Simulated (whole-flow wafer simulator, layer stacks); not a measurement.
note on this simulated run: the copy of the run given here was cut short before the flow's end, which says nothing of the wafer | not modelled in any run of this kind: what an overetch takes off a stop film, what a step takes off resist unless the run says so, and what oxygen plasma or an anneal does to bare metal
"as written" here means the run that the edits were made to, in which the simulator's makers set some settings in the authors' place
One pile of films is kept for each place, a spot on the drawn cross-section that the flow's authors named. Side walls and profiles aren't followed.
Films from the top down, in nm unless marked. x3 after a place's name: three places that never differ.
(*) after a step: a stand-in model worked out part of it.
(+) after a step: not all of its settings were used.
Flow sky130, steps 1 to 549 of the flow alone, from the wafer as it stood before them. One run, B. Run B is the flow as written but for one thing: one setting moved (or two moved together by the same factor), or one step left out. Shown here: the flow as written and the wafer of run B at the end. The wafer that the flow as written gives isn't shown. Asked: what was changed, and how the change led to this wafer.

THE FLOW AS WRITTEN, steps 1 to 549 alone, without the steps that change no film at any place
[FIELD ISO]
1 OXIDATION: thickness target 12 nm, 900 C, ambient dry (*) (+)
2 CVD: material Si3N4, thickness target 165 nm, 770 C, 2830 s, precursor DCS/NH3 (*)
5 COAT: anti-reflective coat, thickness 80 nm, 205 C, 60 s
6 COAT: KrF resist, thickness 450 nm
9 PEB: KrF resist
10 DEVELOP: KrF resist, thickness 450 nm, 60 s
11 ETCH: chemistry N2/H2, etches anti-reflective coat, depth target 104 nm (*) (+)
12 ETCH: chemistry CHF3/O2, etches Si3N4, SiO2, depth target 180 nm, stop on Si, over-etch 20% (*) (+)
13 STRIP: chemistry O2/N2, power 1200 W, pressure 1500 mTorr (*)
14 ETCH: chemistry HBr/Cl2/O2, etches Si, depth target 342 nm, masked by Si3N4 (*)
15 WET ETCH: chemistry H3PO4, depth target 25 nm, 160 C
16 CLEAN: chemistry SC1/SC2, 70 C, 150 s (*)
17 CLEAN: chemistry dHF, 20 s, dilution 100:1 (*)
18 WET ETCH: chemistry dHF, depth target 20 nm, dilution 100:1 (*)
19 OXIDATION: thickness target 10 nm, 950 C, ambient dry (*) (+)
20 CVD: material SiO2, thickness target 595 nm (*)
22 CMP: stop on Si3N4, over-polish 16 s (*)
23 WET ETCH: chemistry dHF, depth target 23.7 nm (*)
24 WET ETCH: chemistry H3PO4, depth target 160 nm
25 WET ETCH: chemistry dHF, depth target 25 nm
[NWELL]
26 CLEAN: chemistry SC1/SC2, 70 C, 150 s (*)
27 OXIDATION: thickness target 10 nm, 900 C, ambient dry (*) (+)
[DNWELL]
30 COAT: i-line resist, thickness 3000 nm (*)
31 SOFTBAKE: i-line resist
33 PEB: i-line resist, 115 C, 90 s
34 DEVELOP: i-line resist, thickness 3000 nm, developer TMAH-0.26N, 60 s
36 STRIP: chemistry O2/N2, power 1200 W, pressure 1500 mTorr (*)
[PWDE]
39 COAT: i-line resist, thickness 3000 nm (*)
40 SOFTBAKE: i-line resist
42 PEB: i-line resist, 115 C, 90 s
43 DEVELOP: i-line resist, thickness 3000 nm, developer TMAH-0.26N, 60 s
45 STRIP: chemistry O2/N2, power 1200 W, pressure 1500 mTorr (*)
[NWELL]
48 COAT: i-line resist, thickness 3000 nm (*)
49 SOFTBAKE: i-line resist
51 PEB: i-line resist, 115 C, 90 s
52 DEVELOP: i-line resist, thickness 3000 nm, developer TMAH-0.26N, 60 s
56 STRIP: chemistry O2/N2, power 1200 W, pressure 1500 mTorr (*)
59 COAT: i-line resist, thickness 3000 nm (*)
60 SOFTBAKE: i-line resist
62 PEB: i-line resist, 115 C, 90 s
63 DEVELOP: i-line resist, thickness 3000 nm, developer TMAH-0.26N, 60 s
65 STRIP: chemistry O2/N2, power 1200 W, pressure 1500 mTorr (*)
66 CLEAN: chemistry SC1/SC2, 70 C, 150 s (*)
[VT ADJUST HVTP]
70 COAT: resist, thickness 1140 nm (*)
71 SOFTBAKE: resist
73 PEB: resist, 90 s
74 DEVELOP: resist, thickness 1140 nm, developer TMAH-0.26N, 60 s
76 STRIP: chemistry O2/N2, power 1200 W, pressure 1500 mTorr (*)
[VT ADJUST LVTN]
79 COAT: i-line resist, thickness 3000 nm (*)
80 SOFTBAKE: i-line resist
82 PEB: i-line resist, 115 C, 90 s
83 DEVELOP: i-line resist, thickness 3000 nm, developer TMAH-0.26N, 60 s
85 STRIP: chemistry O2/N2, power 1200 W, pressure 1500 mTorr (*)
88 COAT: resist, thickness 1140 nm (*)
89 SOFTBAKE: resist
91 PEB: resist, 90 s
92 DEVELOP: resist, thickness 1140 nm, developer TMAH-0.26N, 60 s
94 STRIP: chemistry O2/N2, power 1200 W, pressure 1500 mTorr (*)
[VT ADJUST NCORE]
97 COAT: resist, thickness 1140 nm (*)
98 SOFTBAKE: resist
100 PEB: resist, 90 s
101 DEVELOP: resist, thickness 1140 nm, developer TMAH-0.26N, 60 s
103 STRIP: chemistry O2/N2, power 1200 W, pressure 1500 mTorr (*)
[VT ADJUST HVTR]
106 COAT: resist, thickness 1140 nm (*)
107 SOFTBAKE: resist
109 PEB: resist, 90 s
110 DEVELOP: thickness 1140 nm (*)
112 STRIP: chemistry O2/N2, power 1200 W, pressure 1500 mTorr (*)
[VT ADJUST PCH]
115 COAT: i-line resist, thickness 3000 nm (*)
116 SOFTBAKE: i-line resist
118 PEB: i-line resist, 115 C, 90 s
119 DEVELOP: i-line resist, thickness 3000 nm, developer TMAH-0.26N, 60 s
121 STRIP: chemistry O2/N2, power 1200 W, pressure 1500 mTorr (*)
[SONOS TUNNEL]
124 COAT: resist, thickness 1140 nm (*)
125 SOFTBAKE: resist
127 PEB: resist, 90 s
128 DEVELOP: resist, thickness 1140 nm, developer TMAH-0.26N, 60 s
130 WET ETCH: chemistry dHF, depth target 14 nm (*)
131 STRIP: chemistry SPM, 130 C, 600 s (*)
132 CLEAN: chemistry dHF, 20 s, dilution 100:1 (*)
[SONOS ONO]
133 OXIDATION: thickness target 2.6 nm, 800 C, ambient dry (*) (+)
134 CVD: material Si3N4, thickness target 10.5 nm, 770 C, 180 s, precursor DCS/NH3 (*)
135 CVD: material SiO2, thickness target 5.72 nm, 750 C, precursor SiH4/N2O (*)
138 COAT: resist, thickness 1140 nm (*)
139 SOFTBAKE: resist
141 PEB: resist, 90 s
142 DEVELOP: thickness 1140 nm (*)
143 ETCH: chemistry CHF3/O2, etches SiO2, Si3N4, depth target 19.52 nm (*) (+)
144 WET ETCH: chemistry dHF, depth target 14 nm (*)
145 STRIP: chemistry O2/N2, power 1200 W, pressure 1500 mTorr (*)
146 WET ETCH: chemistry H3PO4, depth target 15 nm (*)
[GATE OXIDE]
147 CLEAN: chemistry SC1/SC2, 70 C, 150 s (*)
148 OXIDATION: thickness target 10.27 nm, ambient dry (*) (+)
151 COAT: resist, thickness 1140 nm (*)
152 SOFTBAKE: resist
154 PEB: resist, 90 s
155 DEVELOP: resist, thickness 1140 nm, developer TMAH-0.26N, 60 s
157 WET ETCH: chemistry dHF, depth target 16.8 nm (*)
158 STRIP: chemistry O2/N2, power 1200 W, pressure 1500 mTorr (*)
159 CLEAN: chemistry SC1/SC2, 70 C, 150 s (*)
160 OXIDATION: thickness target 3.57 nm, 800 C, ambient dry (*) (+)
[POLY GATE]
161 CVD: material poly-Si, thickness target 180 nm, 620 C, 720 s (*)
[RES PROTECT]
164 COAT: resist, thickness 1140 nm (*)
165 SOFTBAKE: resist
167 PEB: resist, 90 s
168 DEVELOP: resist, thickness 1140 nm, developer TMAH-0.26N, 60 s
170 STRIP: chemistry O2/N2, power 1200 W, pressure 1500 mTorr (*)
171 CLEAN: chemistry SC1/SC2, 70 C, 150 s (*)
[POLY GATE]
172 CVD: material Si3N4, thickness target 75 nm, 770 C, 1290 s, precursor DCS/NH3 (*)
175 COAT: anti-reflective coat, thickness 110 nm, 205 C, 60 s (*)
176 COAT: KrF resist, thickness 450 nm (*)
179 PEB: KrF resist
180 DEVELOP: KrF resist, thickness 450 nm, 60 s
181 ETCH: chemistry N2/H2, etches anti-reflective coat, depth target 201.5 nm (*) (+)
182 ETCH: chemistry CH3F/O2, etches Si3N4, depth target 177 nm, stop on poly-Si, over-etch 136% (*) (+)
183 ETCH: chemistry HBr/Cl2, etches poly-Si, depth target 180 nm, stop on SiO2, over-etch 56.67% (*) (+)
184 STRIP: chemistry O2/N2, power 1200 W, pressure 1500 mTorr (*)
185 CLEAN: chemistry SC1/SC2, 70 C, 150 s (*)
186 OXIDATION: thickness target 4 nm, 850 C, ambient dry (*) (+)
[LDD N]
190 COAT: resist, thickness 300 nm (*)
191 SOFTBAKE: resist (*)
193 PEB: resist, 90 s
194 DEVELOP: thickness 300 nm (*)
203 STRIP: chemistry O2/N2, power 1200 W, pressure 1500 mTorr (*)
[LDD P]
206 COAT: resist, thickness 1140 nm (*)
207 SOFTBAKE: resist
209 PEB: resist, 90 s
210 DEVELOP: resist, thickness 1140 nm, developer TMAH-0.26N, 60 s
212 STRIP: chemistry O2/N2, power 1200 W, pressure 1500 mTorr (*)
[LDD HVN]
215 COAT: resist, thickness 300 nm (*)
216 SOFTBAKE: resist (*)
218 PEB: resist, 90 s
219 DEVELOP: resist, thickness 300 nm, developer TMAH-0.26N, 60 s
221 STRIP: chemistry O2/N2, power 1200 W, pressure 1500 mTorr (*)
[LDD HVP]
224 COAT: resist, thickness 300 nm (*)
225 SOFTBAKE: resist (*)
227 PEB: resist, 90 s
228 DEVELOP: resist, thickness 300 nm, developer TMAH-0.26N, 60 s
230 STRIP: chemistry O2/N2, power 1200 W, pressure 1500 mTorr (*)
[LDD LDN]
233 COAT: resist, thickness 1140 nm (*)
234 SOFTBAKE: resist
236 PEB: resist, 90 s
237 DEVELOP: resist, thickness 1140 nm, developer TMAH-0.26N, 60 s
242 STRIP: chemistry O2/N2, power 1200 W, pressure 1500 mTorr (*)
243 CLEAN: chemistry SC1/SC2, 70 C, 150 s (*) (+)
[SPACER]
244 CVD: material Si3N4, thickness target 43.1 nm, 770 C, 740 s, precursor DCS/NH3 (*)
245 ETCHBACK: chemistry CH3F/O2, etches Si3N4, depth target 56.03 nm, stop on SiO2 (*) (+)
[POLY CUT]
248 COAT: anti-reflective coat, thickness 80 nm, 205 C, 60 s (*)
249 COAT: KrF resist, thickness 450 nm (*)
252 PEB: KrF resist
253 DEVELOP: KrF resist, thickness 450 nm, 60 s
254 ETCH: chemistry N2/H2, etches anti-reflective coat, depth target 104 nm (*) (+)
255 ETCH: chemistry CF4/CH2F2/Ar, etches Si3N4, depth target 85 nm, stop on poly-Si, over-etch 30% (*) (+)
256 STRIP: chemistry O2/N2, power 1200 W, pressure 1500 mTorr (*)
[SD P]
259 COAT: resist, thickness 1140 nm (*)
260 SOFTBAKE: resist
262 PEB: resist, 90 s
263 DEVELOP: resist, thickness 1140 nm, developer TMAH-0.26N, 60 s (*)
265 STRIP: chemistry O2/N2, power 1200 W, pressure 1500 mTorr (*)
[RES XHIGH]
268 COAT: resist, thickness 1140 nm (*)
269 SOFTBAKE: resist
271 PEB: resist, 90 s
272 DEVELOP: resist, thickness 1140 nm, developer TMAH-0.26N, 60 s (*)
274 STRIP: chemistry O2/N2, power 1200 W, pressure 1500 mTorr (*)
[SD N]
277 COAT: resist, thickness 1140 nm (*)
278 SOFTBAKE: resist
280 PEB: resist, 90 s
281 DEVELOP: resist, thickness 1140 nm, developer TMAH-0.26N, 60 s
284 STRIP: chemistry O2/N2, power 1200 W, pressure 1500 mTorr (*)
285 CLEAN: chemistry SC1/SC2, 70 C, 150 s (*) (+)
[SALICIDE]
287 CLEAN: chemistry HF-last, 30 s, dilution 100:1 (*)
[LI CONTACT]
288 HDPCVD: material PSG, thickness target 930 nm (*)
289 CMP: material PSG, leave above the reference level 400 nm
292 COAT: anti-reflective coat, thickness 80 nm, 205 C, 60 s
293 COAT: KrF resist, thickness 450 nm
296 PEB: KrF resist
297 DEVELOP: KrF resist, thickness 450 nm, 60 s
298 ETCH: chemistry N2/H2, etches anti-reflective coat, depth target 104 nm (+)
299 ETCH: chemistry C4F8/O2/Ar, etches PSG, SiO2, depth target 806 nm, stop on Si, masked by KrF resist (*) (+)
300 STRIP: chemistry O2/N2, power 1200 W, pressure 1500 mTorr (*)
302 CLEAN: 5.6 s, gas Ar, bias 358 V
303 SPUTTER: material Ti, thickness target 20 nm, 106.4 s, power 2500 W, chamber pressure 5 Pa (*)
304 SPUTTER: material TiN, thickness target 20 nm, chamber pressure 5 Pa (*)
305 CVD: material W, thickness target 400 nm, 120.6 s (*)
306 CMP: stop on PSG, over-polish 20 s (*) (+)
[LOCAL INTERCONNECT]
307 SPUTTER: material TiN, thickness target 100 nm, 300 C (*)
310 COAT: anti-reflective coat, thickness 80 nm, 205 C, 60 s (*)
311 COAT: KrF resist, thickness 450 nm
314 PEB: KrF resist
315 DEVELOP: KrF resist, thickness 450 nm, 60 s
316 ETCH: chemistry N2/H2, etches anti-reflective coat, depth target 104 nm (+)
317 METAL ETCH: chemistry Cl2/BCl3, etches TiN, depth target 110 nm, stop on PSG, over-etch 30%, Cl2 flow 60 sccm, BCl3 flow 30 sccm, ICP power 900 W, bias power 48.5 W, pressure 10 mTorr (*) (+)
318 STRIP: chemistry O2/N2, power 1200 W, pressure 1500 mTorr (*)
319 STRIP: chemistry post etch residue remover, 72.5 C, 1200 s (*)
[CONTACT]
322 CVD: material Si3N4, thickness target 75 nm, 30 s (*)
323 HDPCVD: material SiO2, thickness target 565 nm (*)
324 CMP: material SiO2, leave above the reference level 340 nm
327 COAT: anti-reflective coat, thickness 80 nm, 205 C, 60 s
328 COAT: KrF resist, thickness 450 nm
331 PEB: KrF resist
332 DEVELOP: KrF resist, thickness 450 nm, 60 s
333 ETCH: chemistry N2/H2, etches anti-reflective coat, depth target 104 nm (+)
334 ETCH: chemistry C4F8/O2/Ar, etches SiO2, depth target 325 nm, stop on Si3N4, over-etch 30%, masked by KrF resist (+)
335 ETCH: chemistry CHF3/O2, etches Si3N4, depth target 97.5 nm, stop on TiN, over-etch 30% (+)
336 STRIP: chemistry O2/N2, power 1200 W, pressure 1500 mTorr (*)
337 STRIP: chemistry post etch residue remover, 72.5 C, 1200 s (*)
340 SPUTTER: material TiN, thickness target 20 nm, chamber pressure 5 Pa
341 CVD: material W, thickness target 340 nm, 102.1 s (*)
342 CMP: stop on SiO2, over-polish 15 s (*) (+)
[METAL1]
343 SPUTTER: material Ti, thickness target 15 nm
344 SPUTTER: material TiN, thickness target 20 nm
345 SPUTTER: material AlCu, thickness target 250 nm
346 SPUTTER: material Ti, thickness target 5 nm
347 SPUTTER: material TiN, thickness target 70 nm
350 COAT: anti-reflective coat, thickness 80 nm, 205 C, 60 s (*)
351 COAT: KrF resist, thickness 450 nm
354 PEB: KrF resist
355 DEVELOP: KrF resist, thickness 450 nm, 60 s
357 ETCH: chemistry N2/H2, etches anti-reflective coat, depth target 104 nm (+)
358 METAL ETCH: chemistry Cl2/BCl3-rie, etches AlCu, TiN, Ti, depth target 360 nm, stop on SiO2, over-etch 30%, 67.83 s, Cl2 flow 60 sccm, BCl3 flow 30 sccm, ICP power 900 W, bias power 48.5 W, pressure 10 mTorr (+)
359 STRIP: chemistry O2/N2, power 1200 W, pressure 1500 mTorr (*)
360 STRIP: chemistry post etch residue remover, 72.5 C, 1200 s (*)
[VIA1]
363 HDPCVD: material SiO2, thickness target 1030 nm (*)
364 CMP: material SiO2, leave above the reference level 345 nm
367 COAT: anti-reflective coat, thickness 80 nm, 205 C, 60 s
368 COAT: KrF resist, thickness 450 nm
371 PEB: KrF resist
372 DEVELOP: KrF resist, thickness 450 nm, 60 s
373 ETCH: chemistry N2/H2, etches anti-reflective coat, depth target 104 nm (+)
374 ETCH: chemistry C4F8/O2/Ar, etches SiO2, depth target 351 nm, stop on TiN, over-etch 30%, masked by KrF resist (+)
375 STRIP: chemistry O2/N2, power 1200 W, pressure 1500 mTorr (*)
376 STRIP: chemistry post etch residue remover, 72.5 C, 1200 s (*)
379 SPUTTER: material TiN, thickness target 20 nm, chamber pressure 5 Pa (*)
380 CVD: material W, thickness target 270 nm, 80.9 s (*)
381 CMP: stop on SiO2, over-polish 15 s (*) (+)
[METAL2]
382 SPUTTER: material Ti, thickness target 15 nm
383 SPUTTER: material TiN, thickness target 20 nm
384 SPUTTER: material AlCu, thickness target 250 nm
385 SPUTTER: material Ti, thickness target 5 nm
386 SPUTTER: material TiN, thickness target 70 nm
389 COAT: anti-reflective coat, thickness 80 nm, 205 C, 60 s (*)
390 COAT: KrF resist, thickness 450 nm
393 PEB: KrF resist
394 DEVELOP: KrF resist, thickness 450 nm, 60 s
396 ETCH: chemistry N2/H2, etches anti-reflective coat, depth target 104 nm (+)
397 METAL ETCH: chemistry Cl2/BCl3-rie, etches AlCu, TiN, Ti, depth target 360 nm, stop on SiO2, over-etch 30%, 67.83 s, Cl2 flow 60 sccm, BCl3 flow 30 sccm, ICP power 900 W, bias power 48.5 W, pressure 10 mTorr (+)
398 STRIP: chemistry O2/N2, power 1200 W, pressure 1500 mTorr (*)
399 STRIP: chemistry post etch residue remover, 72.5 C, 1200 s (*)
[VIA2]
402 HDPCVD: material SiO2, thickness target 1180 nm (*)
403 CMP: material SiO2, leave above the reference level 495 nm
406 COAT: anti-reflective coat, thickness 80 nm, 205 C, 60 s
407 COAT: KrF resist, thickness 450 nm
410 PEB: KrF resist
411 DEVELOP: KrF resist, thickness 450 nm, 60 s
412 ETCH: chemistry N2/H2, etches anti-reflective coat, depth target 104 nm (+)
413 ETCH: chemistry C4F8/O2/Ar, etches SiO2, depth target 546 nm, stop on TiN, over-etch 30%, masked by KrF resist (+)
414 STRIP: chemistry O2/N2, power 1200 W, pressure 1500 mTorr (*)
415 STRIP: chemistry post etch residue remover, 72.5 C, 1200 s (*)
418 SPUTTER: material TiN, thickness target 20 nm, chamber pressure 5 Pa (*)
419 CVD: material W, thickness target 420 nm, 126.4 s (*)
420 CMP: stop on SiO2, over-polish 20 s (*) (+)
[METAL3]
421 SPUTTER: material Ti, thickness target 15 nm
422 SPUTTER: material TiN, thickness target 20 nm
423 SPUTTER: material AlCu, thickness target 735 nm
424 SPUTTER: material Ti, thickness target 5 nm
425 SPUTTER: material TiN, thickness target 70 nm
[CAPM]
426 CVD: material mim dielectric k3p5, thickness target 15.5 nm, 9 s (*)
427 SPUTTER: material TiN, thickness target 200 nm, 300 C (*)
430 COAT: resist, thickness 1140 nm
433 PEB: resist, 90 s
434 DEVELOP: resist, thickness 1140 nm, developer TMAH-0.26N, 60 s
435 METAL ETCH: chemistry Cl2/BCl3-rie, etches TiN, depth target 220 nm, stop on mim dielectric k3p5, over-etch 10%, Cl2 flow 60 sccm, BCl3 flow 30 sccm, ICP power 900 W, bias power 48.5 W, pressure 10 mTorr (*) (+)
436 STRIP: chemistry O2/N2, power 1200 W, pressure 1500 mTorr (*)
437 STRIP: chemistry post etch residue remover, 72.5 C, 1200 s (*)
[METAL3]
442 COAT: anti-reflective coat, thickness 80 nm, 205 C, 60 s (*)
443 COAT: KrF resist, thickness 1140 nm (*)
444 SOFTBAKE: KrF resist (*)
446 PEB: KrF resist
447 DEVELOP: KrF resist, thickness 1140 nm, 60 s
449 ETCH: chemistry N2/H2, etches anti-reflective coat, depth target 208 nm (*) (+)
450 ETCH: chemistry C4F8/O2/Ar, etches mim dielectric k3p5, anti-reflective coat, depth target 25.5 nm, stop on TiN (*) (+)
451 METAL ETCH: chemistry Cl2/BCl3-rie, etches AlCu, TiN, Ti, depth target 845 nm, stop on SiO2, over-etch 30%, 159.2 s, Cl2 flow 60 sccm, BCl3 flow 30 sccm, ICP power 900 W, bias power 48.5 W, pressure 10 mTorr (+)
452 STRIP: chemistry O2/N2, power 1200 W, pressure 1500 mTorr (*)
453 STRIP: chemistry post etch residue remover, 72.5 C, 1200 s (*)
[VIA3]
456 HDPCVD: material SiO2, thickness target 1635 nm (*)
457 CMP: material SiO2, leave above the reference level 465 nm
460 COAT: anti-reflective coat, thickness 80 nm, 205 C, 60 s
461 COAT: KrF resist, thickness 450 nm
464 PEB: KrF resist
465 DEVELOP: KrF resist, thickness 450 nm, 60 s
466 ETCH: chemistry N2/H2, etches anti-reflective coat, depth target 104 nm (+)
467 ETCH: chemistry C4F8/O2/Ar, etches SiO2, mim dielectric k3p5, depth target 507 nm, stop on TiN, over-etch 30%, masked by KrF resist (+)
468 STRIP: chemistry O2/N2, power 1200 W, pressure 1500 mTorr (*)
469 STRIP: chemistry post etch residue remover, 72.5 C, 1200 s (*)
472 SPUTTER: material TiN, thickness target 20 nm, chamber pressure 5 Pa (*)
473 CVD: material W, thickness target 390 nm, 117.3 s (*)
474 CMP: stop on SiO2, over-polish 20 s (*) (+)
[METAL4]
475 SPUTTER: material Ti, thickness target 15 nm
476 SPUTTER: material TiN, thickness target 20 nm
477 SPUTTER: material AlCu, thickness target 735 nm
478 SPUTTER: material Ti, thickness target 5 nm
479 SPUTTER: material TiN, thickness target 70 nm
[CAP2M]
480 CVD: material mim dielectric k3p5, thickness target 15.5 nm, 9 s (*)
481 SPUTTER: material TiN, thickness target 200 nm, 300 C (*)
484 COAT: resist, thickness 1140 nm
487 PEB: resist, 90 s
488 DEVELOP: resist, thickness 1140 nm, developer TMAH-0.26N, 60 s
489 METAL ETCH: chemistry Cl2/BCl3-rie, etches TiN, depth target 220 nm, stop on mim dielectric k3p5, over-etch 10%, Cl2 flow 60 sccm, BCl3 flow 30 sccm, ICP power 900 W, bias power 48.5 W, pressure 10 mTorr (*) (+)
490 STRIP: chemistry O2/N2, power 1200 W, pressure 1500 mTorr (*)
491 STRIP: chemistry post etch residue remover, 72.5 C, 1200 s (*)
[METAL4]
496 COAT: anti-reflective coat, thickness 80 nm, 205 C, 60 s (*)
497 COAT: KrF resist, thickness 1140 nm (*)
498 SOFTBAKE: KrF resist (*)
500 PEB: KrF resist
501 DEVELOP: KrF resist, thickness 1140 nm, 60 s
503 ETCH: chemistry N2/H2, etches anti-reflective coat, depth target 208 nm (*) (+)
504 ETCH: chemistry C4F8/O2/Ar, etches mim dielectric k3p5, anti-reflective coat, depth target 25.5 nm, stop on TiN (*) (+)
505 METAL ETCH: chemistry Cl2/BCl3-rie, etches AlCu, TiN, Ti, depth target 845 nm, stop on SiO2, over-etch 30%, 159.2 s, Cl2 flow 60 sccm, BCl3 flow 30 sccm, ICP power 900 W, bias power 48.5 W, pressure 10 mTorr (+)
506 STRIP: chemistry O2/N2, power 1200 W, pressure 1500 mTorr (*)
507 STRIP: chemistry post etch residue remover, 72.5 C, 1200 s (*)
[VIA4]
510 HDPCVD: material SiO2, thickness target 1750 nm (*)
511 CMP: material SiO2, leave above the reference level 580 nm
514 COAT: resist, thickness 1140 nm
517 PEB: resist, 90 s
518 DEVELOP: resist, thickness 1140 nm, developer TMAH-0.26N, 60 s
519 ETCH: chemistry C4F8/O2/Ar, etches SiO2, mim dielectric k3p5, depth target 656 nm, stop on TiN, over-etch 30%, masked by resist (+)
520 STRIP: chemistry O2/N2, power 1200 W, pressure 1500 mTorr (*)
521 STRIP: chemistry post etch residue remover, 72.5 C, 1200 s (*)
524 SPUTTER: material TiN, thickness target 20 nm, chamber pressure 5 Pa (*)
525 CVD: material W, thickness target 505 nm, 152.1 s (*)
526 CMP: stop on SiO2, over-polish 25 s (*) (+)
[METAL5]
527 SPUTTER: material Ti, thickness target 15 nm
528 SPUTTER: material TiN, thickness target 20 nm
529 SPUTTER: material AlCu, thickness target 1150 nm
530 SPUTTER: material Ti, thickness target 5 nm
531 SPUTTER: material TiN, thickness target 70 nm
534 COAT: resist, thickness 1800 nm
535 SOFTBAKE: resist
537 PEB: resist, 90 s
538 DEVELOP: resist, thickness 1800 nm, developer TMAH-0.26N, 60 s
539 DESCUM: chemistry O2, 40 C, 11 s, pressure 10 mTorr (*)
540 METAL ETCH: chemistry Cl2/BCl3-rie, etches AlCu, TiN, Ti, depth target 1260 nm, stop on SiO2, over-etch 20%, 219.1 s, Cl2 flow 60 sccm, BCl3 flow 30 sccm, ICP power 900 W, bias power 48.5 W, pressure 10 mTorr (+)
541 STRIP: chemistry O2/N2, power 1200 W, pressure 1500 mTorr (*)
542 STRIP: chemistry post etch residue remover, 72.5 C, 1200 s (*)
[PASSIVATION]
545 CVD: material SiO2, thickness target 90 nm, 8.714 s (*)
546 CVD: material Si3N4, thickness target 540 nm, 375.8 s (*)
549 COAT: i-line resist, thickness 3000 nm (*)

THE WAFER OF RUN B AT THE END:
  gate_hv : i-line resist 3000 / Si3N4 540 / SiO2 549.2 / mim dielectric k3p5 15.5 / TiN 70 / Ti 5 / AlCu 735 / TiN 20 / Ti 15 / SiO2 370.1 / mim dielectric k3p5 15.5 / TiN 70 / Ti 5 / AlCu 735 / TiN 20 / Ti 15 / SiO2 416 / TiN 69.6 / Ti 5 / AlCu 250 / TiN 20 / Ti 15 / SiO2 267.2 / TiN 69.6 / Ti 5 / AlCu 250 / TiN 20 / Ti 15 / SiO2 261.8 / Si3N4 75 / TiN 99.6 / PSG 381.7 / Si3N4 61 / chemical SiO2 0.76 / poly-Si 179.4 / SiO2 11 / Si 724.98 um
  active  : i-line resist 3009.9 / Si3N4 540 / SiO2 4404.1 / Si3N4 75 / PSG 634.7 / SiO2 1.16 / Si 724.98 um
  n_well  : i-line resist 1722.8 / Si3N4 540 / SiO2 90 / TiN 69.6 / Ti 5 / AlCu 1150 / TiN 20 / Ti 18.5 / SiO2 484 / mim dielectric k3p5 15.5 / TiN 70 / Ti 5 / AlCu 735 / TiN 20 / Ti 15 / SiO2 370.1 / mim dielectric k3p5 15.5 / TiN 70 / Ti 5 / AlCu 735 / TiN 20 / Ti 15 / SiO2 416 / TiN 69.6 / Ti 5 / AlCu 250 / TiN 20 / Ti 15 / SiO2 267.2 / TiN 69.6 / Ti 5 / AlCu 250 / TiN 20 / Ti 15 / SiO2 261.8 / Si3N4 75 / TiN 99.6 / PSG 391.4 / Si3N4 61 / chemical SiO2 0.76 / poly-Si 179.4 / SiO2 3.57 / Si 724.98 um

The cause: step 527, SPUTTER: thickness target 18.5 nm was run, where the flow has thickness target 15 nm.
It can be read off the wafer: n_well has Ti 18.5, and step 527 as written asks for 15 nm.

How the change led to this, step by step:
  527 SPUTTER: material Ti, thickness target 15 nm
      field, active, n_well and 190 more: Ti +18.5 (new film) (as written it would be: Ti +15 (new film))
  540 METAL ETCH: chemistry Cl2/BCl3-rie, etches AlCu, TiN, Ti, depth target 1260 nm, stop on SiO2, over-etch 20%, 219.1 s, Cl2 flow 60 sccm, BCl3 flow 30 sccm, ICP power 900 W, bias power 48.5 W, pressure 10 mTorr (+)
      gate_hv, nwell_res, pplus_nw and 95 more: TiN -70 (all of it), Ti -5 (all of it), AlCu -1150 (all of it), TiN -20 (all of it), Ti -18.5 (all of it), SiO2 -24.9 (as written it would be: TiN -70 (all of it), Ti -5 (all of it), AlCu -1150 (all of it), TiN -20 (all of it), Ti -15 (all of it), SiO2 -25.2)
      field, active, gate and 77 more: TiN -70 (all of it), Ti -5 (all of it), AlCu -1150 (all of it), TiN -20 (all of it), Ti -18.5 (all of it), SiO2 -24.8 (as written it would be: TiN -70 (all of it), Ti -5 (all of it), AlCu -1150 (all of it), TiN -20 (all of it), Ti -15 (all of it), SiO2 -25.2)
